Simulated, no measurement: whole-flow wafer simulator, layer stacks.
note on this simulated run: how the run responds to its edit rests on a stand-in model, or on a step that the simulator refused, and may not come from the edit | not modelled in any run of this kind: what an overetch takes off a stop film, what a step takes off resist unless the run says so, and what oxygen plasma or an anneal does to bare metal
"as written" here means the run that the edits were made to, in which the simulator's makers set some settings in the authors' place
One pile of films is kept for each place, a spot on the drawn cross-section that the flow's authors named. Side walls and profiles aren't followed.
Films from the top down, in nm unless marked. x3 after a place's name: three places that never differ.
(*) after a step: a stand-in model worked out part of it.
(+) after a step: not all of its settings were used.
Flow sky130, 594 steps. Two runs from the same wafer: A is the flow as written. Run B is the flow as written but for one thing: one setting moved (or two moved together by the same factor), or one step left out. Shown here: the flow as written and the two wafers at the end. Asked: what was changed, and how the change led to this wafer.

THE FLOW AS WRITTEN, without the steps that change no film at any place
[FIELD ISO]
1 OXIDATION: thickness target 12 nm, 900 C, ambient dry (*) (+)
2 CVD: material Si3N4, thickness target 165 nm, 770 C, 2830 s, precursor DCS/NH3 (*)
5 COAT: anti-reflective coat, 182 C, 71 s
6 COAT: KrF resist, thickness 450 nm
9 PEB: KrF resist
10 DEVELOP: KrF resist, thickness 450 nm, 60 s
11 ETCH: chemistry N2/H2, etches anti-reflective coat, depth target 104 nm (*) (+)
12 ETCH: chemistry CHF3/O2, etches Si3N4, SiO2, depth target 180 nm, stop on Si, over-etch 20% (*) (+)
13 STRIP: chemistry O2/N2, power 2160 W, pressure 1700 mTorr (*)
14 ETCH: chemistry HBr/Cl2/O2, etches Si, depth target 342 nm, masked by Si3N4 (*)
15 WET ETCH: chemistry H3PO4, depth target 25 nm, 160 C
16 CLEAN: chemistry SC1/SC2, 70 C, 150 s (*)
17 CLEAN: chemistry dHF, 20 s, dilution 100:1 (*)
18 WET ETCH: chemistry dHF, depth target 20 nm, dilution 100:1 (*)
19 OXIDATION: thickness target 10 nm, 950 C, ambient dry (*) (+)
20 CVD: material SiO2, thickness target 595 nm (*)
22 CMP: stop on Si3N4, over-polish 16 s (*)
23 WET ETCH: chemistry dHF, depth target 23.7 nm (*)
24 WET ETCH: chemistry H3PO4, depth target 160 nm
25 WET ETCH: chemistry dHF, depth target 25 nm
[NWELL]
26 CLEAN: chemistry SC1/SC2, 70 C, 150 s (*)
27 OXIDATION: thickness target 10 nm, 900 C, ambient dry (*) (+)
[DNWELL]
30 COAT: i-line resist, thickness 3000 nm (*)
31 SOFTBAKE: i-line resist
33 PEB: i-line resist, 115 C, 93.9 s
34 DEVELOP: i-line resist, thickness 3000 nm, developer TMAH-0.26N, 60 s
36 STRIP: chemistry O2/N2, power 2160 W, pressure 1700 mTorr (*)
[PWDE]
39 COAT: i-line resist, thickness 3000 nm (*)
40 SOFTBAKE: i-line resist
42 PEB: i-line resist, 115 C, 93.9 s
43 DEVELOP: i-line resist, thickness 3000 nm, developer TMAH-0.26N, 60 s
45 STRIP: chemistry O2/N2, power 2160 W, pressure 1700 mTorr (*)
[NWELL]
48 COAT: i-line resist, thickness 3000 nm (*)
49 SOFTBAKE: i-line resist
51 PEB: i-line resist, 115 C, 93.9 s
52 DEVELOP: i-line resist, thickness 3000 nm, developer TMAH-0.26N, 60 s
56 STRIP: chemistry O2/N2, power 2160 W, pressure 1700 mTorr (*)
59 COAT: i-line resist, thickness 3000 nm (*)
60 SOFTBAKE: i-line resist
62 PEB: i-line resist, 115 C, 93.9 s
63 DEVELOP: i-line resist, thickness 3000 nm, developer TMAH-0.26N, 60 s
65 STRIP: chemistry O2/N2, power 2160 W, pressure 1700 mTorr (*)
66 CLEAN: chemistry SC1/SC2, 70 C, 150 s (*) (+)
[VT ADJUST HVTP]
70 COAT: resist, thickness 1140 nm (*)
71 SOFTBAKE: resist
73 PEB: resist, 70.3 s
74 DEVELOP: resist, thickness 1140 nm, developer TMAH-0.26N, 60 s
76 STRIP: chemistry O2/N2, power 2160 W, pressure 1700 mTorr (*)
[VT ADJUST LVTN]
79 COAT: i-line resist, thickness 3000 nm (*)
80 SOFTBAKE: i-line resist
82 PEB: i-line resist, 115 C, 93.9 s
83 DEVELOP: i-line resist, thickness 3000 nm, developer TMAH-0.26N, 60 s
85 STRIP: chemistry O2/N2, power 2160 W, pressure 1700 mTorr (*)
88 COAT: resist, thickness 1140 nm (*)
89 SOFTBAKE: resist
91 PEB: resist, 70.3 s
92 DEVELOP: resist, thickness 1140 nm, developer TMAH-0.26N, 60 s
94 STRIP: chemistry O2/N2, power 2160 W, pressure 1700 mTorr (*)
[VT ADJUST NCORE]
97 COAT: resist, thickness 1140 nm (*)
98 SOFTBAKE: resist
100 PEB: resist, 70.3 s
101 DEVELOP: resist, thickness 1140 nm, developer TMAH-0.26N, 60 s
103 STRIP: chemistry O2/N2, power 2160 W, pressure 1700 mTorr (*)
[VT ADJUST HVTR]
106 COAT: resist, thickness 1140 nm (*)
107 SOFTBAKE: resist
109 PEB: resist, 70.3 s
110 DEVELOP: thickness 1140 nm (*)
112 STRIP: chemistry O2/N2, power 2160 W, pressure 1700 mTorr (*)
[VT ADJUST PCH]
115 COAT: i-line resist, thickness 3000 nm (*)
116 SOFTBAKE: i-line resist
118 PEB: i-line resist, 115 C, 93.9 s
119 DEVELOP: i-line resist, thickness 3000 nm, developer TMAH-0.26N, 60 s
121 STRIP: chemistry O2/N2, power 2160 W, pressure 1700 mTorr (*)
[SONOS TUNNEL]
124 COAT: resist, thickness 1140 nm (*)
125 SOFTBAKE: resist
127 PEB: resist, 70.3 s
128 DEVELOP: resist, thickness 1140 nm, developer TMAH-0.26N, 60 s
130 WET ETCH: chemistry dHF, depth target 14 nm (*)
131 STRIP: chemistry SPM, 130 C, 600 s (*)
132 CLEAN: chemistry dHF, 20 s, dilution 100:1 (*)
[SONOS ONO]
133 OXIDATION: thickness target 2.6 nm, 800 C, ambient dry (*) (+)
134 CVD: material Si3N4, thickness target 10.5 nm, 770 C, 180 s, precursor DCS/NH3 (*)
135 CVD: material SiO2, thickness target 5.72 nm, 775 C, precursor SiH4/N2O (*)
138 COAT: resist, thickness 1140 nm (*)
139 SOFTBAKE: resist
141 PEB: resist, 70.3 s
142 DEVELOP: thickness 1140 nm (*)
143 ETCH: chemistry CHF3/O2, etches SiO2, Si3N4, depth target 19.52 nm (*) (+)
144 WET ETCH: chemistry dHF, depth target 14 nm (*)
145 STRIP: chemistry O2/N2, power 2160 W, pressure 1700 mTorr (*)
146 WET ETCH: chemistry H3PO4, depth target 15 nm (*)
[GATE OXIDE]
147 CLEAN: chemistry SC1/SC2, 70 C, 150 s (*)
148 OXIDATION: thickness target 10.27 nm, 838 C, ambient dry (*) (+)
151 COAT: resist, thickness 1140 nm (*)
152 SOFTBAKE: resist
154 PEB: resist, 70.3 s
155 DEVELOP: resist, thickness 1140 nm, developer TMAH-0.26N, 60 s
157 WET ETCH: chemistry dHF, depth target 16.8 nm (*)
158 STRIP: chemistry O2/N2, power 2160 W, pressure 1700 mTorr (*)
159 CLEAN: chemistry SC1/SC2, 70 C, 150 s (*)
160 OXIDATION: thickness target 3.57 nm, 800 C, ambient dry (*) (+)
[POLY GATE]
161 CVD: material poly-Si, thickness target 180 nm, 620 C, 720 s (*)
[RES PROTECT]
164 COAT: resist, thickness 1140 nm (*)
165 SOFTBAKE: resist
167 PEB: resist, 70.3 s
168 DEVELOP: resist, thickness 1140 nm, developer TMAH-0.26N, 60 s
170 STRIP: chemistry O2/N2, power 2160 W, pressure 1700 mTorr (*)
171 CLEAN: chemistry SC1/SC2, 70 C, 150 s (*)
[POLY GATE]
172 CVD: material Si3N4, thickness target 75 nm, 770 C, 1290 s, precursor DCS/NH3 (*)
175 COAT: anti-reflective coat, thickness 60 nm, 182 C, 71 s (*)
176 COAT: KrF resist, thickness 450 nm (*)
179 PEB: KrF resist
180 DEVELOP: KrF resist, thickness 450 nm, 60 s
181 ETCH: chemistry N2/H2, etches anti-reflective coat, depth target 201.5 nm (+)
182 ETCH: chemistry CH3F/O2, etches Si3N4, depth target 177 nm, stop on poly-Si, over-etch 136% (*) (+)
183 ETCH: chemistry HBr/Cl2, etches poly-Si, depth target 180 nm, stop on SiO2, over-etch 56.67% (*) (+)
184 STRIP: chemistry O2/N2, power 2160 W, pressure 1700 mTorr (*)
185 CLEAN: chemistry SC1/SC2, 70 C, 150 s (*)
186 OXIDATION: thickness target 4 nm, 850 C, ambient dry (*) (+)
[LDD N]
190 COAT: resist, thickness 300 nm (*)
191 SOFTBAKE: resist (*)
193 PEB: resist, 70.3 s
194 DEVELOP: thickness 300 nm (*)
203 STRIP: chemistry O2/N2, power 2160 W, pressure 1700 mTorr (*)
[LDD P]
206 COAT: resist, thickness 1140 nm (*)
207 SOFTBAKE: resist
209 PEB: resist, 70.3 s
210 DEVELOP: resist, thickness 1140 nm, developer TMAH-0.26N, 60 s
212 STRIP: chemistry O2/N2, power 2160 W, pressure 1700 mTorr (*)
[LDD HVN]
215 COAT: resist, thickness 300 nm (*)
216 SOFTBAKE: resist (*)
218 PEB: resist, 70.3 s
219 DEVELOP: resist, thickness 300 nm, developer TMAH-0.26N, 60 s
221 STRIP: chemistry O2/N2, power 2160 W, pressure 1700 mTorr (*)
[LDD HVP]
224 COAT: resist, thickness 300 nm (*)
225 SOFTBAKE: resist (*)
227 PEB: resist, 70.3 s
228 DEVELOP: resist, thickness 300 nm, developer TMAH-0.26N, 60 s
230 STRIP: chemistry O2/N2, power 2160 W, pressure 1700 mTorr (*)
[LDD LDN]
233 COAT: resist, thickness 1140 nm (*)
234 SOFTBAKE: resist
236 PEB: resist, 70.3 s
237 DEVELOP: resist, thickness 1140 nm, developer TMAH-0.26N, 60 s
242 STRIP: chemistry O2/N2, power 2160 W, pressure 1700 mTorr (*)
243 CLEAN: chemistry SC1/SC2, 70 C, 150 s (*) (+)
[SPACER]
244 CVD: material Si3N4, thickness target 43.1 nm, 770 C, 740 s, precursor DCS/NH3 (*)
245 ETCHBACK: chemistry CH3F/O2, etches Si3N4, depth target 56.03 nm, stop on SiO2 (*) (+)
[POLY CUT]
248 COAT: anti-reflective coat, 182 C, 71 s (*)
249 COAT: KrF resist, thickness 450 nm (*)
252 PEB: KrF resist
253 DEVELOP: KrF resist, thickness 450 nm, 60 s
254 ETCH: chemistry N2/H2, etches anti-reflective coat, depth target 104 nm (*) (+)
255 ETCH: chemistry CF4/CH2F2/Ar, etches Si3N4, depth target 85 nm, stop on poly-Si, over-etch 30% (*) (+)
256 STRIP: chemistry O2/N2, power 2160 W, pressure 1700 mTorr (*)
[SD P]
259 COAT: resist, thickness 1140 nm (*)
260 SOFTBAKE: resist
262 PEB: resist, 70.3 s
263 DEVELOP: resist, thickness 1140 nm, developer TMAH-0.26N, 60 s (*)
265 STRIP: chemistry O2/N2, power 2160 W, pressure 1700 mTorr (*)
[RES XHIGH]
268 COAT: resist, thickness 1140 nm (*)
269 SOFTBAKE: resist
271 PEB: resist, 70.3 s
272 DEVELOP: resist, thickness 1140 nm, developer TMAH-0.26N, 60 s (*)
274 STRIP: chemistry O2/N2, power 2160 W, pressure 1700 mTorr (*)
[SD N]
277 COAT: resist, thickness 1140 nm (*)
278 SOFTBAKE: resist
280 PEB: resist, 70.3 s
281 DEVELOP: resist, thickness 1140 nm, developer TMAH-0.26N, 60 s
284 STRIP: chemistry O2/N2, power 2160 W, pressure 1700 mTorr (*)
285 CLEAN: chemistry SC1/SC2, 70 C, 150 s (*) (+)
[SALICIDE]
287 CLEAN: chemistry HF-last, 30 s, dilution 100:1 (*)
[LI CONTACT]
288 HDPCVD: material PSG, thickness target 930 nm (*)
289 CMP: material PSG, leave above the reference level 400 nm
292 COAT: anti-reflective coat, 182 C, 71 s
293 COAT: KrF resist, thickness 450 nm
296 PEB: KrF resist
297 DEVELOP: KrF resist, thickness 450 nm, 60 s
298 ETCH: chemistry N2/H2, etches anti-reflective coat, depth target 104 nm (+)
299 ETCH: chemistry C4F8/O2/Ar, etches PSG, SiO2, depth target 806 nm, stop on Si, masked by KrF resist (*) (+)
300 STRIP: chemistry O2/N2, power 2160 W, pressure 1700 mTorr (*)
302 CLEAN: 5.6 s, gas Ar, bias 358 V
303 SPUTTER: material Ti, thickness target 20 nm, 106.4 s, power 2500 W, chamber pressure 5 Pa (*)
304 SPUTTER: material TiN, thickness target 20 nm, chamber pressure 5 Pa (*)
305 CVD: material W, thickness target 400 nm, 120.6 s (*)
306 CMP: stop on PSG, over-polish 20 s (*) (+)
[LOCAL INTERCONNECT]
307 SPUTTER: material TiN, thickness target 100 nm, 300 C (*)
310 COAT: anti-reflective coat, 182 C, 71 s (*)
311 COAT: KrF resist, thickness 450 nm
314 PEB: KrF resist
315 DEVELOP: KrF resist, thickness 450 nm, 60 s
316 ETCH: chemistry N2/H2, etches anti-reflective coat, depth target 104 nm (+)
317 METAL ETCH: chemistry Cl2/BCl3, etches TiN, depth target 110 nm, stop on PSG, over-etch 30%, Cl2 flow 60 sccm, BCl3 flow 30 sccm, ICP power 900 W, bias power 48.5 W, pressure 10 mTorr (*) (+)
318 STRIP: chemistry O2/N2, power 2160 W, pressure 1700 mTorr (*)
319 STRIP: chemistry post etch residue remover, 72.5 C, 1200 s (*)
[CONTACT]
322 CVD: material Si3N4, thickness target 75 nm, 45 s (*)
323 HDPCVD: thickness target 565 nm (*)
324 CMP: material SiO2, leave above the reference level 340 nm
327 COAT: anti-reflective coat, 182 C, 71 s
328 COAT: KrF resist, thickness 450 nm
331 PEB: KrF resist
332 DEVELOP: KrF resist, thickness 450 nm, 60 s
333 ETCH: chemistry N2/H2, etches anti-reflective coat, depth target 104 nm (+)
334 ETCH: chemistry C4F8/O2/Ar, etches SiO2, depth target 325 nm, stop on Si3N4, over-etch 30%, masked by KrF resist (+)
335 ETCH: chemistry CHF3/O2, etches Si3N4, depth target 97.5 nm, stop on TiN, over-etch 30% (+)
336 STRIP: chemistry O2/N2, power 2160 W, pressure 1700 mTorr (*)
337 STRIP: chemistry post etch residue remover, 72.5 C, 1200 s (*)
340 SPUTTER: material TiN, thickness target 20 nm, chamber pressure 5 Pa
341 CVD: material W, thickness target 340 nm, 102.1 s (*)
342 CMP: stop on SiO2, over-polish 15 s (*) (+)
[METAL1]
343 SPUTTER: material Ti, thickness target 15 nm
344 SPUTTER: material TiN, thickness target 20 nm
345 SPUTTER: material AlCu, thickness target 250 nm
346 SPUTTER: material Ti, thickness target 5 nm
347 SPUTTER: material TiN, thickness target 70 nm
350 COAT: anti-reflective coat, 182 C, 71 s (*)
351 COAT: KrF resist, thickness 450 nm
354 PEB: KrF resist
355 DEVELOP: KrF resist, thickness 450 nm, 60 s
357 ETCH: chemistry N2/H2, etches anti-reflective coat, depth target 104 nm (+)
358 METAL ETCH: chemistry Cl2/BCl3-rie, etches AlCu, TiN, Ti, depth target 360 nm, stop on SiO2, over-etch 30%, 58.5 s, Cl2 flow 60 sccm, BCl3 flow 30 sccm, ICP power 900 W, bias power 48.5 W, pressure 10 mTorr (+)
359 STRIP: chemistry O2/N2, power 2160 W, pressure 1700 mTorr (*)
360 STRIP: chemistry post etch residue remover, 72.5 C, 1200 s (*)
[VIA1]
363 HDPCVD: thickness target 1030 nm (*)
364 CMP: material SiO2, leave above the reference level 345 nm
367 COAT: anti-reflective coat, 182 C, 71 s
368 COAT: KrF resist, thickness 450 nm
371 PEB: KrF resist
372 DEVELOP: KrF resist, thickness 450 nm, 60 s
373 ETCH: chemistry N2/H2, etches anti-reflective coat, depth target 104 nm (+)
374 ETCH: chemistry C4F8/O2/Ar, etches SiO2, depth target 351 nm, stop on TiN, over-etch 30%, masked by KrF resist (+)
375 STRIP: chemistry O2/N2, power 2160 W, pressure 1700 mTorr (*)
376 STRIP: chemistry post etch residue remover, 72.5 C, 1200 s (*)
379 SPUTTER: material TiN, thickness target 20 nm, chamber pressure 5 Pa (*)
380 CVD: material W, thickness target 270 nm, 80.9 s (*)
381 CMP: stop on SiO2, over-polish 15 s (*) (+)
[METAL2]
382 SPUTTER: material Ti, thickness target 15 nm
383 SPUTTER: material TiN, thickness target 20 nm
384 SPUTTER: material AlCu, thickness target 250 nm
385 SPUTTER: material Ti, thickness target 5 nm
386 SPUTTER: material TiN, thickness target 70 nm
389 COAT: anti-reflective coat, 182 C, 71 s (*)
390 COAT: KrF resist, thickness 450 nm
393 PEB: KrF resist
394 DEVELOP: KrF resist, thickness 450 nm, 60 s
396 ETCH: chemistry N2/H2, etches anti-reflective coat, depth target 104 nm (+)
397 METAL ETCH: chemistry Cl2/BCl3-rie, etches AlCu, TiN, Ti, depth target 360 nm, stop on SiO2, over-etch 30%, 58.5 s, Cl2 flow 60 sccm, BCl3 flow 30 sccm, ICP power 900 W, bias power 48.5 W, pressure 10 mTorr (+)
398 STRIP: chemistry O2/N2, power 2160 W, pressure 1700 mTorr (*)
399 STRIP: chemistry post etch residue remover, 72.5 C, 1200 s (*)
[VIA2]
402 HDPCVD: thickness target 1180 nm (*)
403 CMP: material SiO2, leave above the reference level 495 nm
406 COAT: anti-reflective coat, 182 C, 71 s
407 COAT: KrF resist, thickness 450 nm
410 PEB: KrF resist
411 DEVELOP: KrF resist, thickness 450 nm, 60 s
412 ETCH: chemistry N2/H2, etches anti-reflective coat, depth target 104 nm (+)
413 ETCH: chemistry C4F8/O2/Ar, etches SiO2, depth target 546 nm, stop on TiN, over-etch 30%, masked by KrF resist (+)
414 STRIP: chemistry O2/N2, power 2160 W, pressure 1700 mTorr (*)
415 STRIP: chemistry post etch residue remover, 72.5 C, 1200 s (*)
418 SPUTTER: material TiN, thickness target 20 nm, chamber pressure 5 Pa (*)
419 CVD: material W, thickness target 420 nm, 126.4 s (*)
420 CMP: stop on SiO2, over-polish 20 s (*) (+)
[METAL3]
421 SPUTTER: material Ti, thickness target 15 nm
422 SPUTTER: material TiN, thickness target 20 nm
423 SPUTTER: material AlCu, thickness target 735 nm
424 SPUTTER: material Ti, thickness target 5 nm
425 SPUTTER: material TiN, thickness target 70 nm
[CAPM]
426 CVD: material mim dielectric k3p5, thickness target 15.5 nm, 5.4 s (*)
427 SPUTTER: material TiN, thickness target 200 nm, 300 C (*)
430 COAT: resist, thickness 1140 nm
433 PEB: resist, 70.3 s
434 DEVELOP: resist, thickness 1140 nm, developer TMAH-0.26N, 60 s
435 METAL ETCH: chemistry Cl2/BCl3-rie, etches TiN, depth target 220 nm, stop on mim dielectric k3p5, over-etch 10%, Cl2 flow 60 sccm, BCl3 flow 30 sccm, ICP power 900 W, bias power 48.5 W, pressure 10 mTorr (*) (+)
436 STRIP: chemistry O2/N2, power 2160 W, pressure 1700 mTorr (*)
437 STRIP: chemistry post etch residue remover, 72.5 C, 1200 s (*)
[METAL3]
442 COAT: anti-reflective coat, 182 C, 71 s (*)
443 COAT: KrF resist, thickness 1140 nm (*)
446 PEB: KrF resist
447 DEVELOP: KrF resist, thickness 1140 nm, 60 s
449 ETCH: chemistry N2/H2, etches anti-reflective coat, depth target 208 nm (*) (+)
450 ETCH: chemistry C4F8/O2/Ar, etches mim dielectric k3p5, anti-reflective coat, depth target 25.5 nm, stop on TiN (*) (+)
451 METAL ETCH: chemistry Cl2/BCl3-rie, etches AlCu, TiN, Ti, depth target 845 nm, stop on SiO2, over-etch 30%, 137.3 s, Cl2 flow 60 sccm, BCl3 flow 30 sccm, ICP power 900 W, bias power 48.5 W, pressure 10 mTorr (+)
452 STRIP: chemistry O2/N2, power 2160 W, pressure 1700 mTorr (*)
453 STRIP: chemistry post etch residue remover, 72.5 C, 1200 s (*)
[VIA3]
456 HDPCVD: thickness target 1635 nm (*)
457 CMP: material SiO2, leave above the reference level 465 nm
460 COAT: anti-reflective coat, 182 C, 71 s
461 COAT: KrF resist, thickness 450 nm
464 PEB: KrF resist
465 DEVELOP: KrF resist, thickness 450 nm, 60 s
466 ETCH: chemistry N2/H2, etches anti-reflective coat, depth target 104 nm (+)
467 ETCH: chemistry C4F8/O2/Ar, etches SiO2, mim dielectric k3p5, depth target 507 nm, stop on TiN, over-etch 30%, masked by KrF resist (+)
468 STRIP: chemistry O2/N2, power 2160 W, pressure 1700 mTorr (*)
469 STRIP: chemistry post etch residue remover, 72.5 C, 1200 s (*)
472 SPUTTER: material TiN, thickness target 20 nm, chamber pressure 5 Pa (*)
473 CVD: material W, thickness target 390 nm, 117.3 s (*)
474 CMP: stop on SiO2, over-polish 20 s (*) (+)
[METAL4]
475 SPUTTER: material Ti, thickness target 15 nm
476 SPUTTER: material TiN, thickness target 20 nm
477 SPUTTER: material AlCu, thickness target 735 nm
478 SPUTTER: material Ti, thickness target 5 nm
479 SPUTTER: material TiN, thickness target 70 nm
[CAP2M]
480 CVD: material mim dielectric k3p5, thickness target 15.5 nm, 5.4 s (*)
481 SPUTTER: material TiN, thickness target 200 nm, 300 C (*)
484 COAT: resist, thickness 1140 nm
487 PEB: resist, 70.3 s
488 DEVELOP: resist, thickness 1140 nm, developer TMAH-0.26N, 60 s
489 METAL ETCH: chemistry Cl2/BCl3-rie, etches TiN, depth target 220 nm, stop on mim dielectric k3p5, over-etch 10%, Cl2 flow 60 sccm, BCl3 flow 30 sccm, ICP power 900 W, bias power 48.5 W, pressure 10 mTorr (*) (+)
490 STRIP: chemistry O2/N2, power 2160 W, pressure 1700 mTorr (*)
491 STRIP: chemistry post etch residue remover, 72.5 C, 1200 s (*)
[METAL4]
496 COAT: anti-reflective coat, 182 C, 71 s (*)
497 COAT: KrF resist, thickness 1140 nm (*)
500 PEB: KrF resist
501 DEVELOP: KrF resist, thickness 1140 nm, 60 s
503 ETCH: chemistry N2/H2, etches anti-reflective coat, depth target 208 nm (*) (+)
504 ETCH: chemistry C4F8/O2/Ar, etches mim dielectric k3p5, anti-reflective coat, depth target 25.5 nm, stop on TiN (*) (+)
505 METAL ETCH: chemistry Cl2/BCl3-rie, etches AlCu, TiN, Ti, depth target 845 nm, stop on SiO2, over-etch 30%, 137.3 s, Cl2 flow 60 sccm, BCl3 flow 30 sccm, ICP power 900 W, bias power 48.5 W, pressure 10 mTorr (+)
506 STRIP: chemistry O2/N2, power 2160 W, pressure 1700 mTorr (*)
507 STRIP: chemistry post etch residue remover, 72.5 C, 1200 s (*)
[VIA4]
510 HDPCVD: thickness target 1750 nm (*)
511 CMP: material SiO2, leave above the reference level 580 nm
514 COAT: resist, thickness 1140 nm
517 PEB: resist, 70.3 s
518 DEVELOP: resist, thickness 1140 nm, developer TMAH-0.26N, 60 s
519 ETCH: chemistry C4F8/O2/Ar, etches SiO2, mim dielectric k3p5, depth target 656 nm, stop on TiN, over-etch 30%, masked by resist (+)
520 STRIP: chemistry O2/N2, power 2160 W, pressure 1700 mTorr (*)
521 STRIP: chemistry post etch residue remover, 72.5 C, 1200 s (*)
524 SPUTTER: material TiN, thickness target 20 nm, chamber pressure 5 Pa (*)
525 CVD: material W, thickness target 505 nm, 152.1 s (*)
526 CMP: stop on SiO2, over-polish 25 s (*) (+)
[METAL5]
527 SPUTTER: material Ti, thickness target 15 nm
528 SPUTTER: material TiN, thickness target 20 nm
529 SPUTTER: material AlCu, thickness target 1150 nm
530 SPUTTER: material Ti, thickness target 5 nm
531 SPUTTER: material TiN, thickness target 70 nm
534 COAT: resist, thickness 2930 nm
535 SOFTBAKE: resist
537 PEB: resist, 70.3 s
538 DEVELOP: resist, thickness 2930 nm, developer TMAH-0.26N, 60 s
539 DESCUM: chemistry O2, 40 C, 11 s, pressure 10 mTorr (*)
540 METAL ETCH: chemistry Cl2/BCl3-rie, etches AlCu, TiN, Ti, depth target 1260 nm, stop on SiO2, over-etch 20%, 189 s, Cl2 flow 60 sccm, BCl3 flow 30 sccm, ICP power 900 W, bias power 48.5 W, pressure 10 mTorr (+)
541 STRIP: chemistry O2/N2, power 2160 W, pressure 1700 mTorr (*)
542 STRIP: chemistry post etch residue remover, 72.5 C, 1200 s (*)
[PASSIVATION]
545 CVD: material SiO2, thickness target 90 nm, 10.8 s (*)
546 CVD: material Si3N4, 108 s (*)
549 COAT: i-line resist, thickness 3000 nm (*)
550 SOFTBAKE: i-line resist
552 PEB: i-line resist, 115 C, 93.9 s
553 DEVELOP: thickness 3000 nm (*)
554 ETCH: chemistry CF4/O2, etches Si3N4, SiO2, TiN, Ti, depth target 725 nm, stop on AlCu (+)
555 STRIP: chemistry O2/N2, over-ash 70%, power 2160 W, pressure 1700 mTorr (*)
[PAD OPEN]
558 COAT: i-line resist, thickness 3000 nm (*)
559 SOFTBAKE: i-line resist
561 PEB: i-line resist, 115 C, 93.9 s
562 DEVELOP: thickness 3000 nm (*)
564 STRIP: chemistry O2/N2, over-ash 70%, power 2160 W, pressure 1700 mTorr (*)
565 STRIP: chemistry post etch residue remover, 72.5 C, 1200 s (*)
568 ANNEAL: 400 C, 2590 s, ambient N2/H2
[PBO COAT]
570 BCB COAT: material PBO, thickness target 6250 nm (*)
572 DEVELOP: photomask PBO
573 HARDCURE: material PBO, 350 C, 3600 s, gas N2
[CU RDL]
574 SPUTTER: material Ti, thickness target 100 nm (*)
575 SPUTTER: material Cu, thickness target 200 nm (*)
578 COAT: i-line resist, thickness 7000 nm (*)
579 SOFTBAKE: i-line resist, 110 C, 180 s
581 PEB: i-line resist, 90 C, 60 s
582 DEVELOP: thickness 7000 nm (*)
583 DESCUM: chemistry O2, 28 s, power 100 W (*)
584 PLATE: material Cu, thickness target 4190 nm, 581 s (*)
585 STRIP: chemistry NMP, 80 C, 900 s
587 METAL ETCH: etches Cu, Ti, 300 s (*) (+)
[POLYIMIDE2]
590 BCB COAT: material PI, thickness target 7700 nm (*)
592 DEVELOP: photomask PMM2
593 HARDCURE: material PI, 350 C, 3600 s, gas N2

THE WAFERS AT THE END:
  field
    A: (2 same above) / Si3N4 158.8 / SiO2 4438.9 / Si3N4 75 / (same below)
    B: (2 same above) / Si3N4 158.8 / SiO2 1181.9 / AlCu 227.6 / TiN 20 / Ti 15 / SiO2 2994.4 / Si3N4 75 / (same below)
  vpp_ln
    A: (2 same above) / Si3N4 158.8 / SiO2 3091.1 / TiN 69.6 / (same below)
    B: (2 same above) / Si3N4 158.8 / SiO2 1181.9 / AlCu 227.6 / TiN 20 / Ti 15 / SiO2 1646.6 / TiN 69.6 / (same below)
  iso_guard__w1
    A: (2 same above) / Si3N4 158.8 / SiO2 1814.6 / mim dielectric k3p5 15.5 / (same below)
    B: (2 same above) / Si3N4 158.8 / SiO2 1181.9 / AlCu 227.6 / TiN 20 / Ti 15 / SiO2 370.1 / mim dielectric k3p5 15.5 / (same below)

The cause: step 505, METAL ETCH: depth target 443.6 nm was run, where the flow has depth target 845 nm; step 505, METAL ETCH: 72.1 s was run, where the flow has 137.3 s.

How the change led to this, step by step:
  505 METAL ETCH: chemistry Cl2/BCl3-rie, etches AlCu, TiN, Ti, depth target 845 nm, stop on SiO2, over-etch 30%, 137.3 s, Cl2 flow 60 sccm, BCl3 flow 30 sccm, ICP power 900 W, bias power 48.5 W, pressure 10 mTorr (+)
      field, gate, spacer and 68 more: A TiN -70 (all of it), Ti -5 (all of it), AlCu -735 (all of it), TiN -20 (all of it), Ti -15 (all of it), SiO2 -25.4 | B TiN -70 (all of it), Ti -5 (all of it), AlCu -501.7
      active, vpp_iso1, mim_edge_plate and 14 more: A TiN -70 (all of it), Ti -5 (all of it), AlCu -735 (all of it), TiN -20 (all of it), Ti -15 (all of it), SiO2 -25.3 | B TiN -70 (all of it), Ti -5 (all of it), AlCu -501.7
      (and at 105 more places)
  506 STRIP: chemistry O2/N2, power 2160 W, pressure 1700 mTorr (*)
      n_well, p_well, gate_hv and 82 more: A KrF resist -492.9 (all of it), anti-reflective coat -80 (all of it) | B KrF resist -753.8 (all of it), anti-reflective coat -80 (all of it)
      vcap_hvt, varactor_hvt_edge, varactor_hvt_sp: A KrF resist -494.5 (all of it), anti-reflective coat -80.3 (all of it) | B KrF resist -755.4 (all of it), anti-reflective coat -80.3 (all of it)
      (and at 17 more places)
  507 STRIP: chemistry post etch residue remover, 72.5 C, 1200 s (*)
      field, active, gate and 85 more: A nothing | B AlCu -5.72
  510 HDPCVD: thickness target 1750 nm (*)
      field, active, gate and 85 more: A SiO2 +1750 | B SiO2 +1750 (new film)
  511 CMP: material SiO2, leave above the reference level 580 nm
      field, active, gate and 77 more: A SiO2 -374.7 | B SiO2 -662.6
      iso_guard__w1, mim_edge_gap, vpp_l1ln, vpp_m3ln, rpm_encl, via2_enc, rpm_encl_psd, iso_guard_nsd_tip: A SiO2 -374.6 | B SiO2 -662.6
Counting metal films that touch as one body, field has 1 body; the flow as written gives 0 bodies.
Counting metal films that touch as one body, vpp_ln has 3 bodies (between them, from the top down: SiO2 1646.6; SiO2 267.2); the flow as written gives 2 bodies (between them, from the top down: SiO2 267.2).
Counting metal films that touch as one body, iso_guard__w1 has 2 bodies (between them, from the top down: SiO2 370.1 / mim dielectric k3p5 15.5); the flow as written gives 1 body.
